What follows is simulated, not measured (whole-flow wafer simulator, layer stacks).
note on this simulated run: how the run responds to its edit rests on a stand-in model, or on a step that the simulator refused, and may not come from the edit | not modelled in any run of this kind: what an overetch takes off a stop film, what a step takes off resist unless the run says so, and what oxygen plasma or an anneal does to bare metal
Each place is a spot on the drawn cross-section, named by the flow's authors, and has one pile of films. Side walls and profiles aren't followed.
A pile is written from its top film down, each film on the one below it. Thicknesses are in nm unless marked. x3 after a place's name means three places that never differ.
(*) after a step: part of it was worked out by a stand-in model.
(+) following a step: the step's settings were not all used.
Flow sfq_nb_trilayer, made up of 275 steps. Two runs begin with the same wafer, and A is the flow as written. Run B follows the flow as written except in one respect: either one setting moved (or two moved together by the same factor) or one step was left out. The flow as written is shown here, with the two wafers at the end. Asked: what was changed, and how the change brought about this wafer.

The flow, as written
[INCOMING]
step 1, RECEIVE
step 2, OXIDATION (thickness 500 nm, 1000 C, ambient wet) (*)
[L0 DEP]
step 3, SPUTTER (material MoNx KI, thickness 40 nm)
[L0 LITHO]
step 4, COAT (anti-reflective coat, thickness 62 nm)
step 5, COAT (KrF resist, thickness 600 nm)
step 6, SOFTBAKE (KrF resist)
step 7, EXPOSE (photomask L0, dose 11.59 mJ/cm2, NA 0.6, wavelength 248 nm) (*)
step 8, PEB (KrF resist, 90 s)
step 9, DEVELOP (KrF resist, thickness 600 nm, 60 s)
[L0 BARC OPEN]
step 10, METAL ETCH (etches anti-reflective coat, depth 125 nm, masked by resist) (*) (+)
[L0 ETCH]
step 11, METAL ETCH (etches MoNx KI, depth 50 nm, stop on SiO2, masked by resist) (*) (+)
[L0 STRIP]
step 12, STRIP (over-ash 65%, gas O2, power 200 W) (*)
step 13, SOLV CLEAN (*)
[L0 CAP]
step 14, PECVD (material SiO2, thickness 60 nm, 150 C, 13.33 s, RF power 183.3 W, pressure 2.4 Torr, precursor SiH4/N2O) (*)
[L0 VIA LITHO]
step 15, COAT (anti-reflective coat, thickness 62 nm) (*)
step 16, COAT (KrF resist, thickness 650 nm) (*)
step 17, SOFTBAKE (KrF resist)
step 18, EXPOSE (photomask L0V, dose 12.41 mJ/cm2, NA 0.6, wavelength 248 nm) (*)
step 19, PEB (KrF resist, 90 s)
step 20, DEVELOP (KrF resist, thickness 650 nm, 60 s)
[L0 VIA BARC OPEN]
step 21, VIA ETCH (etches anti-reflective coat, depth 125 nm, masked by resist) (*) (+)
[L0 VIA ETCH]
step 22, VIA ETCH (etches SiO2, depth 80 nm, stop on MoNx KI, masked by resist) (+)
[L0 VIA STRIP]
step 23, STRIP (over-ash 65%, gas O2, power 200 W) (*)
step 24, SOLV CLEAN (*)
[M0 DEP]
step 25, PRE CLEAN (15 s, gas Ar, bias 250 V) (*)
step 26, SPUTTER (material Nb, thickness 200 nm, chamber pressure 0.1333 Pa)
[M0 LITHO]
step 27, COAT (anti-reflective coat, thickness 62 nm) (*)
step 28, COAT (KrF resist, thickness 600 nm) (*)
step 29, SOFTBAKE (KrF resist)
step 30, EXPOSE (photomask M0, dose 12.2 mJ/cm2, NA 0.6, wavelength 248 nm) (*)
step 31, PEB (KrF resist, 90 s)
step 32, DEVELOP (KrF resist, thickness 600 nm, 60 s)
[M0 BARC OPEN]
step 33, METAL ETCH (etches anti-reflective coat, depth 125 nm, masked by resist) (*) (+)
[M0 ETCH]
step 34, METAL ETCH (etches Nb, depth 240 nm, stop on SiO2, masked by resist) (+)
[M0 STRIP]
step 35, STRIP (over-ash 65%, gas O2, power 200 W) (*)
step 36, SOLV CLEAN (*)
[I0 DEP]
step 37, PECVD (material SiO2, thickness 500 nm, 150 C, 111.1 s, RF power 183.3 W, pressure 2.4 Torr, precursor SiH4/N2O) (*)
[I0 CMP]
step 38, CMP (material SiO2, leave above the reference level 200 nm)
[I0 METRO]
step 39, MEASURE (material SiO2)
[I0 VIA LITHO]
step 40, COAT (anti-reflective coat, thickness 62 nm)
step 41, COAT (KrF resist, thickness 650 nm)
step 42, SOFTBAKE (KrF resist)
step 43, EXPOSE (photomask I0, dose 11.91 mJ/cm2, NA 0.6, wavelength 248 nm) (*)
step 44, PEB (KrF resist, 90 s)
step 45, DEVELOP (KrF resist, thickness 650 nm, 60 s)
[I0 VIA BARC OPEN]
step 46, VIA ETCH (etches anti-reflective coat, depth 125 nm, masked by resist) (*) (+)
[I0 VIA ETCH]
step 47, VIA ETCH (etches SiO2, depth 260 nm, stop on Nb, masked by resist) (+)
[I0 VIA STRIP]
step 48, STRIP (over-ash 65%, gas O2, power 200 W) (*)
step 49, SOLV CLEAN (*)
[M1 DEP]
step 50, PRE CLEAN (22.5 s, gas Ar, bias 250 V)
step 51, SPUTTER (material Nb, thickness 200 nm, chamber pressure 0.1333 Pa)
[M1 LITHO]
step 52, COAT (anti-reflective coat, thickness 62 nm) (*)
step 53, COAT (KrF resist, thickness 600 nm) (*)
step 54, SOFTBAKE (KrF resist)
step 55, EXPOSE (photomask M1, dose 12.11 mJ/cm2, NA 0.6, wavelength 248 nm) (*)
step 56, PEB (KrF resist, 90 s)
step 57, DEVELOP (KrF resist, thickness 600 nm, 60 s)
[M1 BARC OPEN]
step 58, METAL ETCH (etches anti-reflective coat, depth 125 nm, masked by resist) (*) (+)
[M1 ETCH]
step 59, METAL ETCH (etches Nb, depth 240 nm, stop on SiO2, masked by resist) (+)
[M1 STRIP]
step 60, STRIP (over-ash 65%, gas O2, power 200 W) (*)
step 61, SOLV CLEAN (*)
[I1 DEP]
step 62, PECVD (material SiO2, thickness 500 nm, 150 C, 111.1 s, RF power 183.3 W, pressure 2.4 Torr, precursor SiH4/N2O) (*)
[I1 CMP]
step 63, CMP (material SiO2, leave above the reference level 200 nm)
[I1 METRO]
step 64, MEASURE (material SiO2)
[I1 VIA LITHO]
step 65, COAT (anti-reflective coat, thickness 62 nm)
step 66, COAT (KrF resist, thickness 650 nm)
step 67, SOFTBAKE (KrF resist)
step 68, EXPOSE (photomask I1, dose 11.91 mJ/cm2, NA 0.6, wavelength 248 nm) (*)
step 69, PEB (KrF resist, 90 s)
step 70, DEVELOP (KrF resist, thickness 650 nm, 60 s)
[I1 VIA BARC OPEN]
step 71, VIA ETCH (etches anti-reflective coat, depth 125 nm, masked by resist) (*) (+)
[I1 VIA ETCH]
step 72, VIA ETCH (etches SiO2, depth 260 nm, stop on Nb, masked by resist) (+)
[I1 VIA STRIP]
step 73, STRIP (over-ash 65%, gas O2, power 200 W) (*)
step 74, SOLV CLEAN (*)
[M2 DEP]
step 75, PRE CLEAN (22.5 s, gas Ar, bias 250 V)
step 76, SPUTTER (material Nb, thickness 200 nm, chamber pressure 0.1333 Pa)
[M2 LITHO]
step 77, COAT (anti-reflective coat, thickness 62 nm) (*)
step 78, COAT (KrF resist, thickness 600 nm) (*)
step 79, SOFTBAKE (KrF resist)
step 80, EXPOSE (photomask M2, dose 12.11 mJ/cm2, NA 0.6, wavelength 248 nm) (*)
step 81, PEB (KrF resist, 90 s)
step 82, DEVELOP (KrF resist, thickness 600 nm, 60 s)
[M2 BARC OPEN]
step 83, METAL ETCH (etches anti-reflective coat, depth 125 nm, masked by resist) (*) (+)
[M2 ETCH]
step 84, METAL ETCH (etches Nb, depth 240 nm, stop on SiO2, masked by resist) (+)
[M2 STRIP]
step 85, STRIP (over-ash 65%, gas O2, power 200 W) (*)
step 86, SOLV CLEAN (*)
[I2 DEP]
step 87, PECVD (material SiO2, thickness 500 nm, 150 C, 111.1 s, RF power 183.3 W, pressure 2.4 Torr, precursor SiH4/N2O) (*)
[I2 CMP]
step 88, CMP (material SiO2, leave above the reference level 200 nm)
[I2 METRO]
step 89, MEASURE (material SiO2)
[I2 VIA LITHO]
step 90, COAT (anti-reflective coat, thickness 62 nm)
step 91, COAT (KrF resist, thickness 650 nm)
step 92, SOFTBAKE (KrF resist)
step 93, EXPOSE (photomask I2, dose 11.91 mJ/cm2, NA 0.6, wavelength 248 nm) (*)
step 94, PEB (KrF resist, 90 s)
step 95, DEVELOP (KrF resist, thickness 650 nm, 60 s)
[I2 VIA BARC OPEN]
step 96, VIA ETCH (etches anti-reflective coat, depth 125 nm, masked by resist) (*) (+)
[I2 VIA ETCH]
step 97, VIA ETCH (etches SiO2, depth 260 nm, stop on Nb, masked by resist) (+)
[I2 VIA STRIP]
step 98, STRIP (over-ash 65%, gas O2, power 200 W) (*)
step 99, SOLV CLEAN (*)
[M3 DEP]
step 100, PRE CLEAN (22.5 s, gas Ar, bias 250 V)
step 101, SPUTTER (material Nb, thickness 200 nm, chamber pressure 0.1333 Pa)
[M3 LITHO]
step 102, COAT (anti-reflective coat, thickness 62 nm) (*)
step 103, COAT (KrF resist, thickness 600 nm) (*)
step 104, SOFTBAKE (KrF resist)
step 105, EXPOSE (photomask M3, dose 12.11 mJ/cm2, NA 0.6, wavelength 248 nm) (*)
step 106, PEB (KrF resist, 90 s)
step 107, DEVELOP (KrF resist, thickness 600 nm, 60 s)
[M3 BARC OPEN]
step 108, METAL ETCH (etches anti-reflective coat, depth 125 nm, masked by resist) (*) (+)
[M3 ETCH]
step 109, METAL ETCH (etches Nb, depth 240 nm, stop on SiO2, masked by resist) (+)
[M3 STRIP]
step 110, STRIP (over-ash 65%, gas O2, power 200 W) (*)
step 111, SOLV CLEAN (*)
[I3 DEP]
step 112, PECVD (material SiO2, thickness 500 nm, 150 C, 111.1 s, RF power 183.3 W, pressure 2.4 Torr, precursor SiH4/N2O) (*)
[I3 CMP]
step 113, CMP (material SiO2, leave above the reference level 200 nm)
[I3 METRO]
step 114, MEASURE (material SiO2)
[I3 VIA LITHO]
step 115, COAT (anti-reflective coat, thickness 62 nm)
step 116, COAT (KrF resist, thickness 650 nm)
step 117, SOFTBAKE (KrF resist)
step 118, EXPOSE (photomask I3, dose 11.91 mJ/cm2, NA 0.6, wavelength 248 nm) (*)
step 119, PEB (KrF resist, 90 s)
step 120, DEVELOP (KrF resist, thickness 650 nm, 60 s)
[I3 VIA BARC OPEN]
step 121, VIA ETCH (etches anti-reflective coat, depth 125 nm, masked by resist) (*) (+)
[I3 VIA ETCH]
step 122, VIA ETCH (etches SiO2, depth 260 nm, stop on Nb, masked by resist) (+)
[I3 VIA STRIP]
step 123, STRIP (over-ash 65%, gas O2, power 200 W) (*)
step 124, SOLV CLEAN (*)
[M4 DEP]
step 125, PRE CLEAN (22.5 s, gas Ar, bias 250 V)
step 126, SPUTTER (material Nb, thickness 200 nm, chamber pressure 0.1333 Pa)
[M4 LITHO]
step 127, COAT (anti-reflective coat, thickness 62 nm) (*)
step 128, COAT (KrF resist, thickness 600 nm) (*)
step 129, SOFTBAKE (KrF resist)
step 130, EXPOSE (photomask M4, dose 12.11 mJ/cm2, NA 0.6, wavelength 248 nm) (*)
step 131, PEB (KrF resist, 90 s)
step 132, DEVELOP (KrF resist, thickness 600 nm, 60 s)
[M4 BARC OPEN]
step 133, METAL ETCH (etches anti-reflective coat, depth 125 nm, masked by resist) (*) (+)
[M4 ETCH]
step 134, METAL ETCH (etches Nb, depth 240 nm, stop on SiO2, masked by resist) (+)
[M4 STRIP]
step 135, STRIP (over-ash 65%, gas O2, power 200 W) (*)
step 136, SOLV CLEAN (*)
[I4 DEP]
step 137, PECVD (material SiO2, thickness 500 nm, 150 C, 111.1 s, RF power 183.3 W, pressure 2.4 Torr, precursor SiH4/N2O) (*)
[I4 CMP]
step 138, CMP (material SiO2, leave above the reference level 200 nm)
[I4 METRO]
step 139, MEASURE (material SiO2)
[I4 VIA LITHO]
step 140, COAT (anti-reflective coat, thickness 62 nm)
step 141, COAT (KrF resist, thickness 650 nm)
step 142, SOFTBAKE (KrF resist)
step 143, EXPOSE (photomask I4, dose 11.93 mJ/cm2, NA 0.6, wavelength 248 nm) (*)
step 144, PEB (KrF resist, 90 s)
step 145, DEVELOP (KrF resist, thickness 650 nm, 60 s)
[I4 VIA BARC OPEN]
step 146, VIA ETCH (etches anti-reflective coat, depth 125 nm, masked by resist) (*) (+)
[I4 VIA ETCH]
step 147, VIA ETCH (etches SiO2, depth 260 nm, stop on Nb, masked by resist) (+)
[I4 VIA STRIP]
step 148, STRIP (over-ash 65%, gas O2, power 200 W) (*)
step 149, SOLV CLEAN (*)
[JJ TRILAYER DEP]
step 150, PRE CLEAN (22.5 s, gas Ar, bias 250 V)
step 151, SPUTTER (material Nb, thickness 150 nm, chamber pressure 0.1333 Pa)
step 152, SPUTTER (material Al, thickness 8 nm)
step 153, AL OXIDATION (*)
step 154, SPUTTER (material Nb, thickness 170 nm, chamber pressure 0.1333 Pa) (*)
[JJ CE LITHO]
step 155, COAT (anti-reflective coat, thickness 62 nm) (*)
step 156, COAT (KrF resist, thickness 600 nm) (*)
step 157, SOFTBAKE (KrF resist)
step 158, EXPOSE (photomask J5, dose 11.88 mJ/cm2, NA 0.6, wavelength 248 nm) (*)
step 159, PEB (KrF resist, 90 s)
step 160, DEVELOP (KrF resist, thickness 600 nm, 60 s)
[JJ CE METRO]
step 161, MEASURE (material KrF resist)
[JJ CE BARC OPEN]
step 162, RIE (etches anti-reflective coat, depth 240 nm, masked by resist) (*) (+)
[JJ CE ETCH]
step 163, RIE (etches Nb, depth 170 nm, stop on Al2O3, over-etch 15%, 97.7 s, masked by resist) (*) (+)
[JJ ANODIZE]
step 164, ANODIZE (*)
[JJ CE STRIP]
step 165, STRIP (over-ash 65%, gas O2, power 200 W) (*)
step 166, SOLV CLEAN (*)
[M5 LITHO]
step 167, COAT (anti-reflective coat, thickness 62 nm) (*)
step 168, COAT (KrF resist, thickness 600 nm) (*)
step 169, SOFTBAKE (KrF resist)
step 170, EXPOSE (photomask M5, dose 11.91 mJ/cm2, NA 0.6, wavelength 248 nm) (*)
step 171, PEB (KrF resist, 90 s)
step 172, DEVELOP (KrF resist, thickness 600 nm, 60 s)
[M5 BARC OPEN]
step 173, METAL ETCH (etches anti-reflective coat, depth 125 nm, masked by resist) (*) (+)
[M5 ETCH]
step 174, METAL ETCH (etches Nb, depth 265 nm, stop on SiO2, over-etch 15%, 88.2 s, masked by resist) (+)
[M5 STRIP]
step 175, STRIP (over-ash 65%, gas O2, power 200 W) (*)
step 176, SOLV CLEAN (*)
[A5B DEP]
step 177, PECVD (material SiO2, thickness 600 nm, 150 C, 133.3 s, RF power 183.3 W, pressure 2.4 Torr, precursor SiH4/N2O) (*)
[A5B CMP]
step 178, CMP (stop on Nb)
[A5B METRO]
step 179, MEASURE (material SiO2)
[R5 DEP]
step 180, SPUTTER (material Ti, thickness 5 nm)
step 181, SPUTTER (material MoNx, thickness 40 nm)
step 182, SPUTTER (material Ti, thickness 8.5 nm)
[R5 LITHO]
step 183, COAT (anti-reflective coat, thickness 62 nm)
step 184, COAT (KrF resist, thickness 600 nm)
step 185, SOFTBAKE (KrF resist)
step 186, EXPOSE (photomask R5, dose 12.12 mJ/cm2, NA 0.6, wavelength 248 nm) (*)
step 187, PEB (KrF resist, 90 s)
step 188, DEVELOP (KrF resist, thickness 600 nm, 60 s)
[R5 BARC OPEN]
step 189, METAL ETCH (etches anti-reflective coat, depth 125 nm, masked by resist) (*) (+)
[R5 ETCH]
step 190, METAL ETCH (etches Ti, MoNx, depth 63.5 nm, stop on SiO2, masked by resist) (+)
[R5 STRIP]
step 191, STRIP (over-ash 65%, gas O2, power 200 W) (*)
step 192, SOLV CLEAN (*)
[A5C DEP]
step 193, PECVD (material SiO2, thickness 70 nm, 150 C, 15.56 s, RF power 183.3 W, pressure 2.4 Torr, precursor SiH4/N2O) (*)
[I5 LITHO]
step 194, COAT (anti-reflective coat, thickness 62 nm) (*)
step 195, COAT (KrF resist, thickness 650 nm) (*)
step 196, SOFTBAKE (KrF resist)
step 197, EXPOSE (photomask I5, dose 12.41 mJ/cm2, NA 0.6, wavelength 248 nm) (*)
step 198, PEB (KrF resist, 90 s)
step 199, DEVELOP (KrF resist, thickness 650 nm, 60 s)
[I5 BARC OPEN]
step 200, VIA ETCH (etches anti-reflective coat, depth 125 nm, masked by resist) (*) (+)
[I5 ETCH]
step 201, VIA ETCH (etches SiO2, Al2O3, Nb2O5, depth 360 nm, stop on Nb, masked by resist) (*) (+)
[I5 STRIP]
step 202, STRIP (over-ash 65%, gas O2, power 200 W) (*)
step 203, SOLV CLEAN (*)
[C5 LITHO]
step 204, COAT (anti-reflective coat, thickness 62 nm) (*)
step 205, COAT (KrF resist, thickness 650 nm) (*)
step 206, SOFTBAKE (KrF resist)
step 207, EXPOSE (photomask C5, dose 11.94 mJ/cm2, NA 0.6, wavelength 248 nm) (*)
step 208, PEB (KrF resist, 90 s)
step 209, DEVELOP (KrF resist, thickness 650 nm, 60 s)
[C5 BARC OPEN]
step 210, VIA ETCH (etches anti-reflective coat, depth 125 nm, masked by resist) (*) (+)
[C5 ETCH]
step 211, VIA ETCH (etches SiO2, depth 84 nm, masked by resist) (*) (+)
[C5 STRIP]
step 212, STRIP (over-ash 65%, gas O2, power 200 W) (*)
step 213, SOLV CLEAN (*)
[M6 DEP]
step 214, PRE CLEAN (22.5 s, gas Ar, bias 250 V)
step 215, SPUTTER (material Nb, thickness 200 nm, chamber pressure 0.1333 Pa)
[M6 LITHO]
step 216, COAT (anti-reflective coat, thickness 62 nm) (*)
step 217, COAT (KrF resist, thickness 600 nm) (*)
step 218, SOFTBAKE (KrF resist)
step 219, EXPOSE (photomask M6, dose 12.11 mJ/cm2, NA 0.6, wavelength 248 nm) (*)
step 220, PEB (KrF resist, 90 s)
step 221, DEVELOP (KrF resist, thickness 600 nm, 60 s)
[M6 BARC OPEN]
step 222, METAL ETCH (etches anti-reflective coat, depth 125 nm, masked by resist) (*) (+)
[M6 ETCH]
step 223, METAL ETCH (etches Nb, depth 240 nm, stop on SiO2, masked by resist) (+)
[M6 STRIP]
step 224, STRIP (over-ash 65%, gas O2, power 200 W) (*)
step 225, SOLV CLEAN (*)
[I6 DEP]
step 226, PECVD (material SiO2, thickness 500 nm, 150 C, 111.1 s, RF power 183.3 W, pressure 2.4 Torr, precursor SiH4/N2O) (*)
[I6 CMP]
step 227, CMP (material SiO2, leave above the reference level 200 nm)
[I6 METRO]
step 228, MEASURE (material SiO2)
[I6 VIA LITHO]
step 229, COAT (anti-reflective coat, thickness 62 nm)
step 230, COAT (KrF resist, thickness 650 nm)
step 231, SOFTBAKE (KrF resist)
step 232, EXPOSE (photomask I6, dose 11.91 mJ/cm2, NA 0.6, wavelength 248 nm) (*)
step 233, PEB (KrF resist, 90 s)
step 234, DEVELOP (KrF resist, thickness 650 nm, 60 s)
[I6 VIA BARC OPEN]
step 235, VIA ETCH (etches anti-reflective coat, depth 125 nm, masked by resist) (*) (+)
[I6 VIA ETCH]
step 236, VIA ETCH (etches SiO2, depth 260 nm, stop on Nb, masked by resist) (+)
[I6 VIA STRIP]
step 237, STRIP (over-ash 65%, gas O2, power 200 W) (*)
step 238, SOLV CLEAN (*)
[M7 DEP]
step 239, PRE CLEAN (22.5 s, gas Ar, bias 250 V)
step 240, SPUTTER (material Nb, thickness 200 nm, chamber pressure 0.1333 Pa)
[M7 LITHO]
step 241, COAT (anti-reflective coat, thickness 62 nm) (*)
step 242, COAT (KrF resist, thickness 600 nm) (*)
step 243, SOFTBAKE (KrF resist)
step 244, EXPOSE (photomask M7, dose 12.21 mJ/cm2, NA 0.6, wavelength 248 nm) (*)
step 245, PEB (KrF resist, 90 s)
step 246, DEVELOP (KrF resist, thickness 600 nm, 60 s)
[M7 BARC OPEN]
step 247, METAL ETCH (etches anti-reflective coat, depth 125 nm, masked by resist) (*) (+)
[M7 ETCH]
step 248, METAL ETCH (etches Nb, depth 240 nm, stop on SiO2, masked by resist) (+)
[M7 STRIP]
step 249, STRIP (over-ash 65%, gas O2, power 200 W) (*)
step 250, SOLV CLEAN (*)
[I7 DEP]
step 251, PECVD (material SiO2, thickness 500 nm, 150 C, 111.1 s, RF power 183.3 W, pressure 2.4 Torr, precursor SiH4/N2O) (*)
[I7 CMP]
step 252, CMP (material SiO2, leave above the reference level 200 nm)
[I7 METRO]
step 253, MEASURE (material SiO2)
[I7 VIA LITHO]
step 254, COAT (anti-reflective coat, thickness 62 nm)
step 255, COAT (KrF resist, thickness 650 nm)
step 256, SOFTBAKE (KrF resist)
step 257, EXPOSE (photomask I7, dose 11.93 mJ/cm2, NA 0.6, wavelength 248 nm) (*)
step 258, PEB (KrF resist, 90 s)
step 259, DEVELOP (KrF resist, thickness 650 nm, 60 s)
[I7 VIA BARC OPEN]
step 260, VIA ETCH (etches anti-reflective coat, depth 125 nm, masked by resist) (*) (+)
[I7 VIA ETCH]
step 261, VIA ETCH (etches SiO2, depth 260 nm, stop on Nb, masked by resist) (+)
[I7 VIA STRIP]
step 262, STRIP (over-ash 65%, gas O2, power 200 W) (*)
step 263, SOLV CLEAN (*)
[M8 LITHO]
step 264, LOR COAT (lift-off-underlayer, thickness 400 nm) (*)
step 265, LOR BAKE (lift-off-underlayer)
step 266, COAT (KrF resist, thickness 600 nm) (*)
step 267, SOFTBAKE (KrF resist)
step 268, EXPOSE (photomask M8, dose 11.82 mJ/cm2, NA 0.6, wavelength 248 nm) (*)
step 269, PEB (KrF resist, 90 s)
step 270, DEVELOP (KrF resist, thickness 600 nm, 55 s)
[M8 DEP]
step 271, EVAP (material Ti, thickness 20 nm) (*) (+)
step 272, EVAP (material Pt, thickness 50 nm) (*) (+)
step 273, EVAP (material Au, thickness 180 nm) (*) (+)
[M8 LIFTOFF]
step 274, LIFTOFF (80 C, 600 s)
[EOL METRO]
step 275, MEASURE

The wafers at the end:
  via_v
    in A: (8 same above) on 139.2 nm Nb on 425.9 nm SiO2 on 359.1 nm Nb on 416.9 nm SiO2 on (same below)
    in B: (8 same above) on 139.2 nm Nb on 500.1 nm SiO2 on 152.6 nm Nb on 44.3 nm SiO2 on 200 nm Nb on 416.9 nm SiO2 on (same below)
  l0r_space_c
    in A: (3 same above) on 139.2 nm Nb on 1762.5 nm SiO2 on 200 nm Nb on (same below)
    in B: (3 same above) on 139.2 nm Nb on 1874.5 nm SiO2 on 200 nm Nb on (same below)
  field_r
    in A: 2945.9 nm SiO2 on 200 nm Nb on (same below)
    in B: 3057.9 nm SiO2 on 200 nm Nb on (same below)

The reason: step 113, CMP: leave above the reference level 312 nm was run, though the flow has leave above the reference level 200 nm.

How this came from the change, step by step:
  step 113, CMP (material SiO2, leave above the reference level 200 nm)
      field_l, be, be_sur and 64 more: A -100 SiO2 | B nothing
      v_sur, via_wl, via_wr and 27 more: A -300 SiO2 | B -188 SiO2
      (and at 9 other places as well)
  step 115, COAT (anti-reflective coat, thickness 62 nm)
      wl_g_sr, m0r_space_l, m0r_space_r, m6r_space_l, m6r_space_r, m7r_space_l, m7r_space_r: A +62 anti-reflective coat (new film) | B +63.7 anti-reflective coat (new film)
      field_l, r5r_line_c: A +62 anti-reflective coat (new film) | B +63.9 anti-reflective coat (new film)
      (and at 19 other places as well)
  step 122, VIA ETCH (etches SiO2, depth 260 nm, stop on Nb, masked by resist) (+)
      via_v: A -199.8 SiO2 (all of it) | B -260 SiO2
  step 123, STRIP (over-ash 65%, gas O2, power 200 W) (*)
      m0r_space_l, m0r_space_r, m6r_space_l, m6r_space_r, m7r_space_l, m7r_space_r: A -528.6 KrF resist (all of it), -62 anti-reflective coat (all of it) | B -530.6 KrF resist (all of it), -63.7 anti-reflective coat (all of it)
      m5r_linepad_l, m5r_linepad_r: A -528.6 KrF resist (all of it), -62 anti-reflective coat (all of it) | B -526.9 KrF resist (all of it), -67.5 anti-reflective coat (all of it)
      (and at 20 other places as well)
  step 125, PRE CLEAN (22.5 s, gas Ar, bias 250 V)
      via_v: A -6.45 Nb | B -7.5 SiO2
  step 126, SPUTTER (material Nb, thickness 200 nm, chamber pressure 0.1333 Pa)
      via_v: A +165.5 Nb | B +152.6 Nb (new film)
  step 127, COAT (anti-reflective coat, thickness 62 nm) (*)
      p4_fm, m0r_space_l, m0r_space_r, m6r_space_l, m6r_space_r, m7r_space_l, m7r_space_r: A +62 anti-reflective coat (new film) | B +63.5 anti-reflective coat (new film)
      wl_d_sr, wl_f_sl: A +62 anti-reflective coat (new film) | B +64 anti-reflective coat (new film)
      (and at 24 other places as well)
  step 128, COAT (KrF resist, thickness 600 nm) (*)
      via_v: A +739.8 KrF resist (new film) | B +794.1 KrF resist (new film)
  step 133, METAL ETCH (etches anti-reflective coat, depth 125 nm, masked by resist) (*) (+)
      m0r_space_l, m0r_space_r, m6r_space_l, m6r_space_r, m7r_space_l, m7r_space_r: A -62 anti-reflective coat (all of it) | B -63.5 anti-reflective coat (all of it)
      wl_d_sr, wl_f_sl: A -62 anti-reflective coat (all of it) | B -64 anti-reflective coat (all of it)
      (and at 12 other places as well)
  step 135, STRIP (over-ash 65%, gas O2, power 200 W) (*)
      v_sur: A -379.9 KrF resist (all of it), -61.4 anti-reflective coat (all of it) | B -375.1 KrF resist (all of it), -58 anti-reflective coat (all of it)
      via_wl: A -379.4 KrF resist (all of it), -61.3 anti-reflective coat (all of it) | B -373.2 KrF resist (all of it), -59.8 anti-reflective coat (all of it)
      (and at 12 other places as well)
  step 137, PECVD (material SiO2, thickness 500 nm, 150 C, 111.1 s, RF power 183.3 W, pressure 2.4 Torr, precursor SiH4/N2O) (*)
      via_v: A +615 SiO2 (new film) | B +664.6 SiO2 (new film)
  step 138, CMP (material SiO2, leave above the reference level 200 nm)
      field_l, be, be_sur and 55 more: A -100 SiO2 | B -88 SiO2
      ln_m5, lsp_m, ln_m6, p4_fl, p4_fm, p4_fr: A -300 SiO2 | B -288 SiO2
      (and at 4 other places as well)
If metal films that touch count as one body, via_v has 7 bodies (between them, from the top down: SiO2 437.8; SiO2 209 / Al2O3 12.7 / Nb2O5 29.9; SiO2 500.1; SiO2 44.3; SiO2 416.9; SiO2 192.5); the flow as written gives 6 bodies (between them, from the top down: SiO2 437.8; SiO2 209 / Al2O3 12.7 / Nb2O5 29.9; SiO2 425.9; SiO2 416.9; SiO2 192.5).
